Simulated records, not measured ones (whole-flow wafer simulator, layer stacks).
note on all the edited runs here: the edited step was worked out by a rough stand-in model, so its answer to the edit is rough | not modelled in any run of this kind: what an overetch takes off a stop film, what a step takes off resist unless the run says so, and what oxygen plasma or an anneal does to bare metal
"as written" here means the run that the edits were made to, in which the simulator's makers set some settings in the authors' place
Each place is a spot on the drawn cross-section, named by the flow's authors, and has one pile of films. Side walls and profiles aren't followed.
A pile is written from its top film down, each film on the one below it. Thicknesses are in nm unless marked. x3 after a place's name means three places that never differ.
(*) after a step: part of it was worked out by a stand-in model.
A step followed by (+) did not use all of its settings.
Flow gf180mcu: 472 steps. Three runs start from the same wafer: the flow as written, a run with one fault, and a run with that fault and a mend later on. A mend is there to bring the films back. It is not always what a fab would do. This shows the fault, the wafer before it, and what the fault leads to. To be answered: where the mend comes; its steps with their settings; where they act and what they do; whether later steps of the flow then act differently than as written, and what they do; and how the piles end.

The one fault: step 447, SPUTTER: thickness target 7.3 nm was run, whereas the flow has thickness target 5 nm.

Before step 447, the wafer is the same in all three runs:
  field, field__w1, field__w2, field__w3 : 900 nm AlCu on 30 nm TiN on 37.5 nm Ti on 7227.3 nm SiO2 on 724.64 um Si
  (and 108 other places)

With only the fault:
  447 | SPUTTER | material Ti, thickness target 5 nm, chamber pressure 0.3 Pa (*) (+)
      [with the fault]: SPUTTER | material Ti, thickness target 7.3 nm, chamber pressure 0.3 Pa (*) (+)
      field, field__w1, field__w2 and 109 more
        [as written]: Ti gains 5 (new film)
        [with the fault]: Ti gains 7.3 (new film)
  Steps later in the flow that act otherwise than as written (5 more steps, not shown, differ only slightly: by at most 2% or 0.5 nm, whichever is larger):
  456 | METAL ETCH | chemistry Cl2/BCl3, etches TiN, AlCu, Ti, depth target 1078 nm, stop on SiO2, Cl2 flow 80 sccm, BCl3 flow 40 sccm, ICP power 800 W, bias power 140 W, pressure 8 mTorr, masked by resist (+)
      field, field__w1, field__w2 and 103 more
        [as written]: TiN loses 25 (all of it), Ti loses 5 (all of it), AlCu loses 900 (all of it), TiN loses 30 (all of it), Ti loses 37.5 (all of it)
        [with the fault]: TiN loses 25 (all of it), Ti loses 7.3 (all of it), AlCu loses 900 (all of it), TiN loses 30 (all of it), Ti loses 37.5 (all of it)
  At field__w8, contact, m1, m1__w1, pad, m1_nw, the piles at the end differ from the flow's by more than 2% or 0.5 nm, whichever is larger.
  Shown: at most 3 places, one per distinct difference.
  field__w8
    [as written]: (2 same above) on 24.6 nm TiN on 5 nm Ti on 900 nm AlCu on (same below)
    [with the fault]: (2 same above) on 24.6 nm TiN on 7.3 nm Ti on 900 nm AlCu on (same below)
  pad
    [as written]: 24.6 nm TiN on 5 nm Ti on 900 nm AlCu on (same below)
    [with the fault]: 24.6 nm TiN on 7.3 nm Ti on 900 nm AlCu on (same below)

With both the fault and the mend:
  The mend follows step 447.
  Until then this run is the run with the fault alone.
  447a | METAL ETCH | chemistry Cl2/BCl3, etches TiN, AlCu, Ti, depth target 2.3 nm, Cl2 flow 80 sccm, BCl3 flow 40 sccm, ICP power 800 W, bias power 140 W, pressure 8 mTorr (the flow's step 260, run once more with other settings)
      field, field__w1, field__w2 and 109 more
        Ti loses 2.3
  Every later step of the flow that is run acts as written at every place that is followed.
  By the end, the piles equal the flow's at every place that both follow.
